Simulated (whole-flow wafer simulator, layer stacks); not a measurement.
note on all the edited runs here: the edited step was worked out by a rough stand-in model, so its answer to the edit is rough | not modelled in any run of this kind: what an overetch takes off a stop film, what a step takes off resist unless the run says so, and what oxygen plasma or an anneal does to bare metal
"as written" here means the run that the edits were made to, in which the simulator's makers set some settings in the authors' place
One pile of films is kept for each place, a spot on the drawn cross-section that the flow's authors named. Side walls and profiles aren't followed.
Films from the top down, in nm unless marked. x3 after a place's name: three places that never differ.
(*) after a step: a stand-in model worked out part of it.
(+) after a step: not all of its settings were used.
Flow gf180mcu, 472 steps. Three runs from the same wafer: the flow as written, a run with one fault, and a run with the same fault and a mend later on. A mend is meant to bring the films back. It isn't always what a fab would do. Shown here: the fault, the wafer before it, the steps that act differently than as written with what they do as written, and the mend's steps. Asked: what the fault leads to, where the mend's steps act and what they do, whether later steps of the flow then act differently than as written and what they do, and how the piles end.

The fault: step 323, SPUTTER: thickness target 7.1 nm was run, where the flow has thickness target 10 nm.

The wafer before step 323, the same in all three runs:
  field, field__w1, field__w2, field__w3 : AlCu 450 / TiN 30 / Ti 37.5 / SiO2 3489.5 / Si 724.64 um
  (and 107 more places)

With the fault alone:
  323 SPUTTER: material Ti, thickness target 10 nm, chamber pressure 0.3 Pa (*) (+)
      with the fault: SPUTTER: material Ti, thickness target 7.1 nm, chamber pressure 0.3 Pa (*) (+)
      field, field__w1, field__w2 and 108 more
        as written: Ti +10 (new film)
        with the fault: Ti +7.1 (new film)
  Later steps of the flow that act differently than as written (5 more steps differ only slightly, by at most 2% or 0.5 nm, whichever is larger, and aren't shown):
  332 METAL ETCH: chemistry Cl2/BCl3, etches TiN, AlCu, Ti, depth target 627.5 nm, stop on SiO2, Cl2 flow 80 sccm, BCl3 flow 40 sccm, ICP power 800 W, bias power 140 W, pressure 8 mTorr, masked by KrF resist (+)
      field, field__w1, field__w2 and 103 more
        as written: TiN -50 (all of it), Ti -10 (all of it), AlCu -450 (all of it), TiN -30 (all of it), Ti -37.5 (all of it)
        with the fault: TiN -50 (all of it), Ti -7.1 (all of it), AlCu -450 (all of it), TiN -30 (all of it), Ti -37.5 (all of it)
  At the end the piles differ from the flow's by more than 2% or 0.5 nm, whichever is larger, at field__w8, contact, m1, m1__w1, m1_nw.
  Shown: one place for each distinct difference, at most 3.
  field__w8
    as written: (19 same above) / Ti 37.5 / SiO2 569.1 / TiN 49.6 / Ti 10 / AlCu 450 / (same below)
    with the fault: (19 same above) / Ti 37.5 / SiO2 572 / TiN 49.6 / Ti 7.1 / AlCu 450 / (same below)
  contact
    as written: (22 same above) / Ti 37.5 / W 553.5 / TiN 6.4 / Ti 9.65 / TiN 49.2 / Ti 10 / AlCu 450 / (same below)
    with the fault: (22 same above) / Ti 37.5 / W 556.4 / TiN 6.39 / Ti 9.64 / TiN 49.2 / Ti 7.1 / AlCu 450 / (same below)

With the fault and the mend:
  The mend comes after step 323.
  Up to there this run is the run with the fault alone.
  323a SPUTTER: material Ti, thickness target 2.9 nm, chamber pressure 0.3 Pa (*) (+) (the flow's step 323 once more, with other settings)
      field, field__w1, field__w2 and 108 more
        Ti +2.9
  No later step of the flow acts differently than as written at any place that is followed.
  At the end the piles are the same as the flow's at every place that both follow.
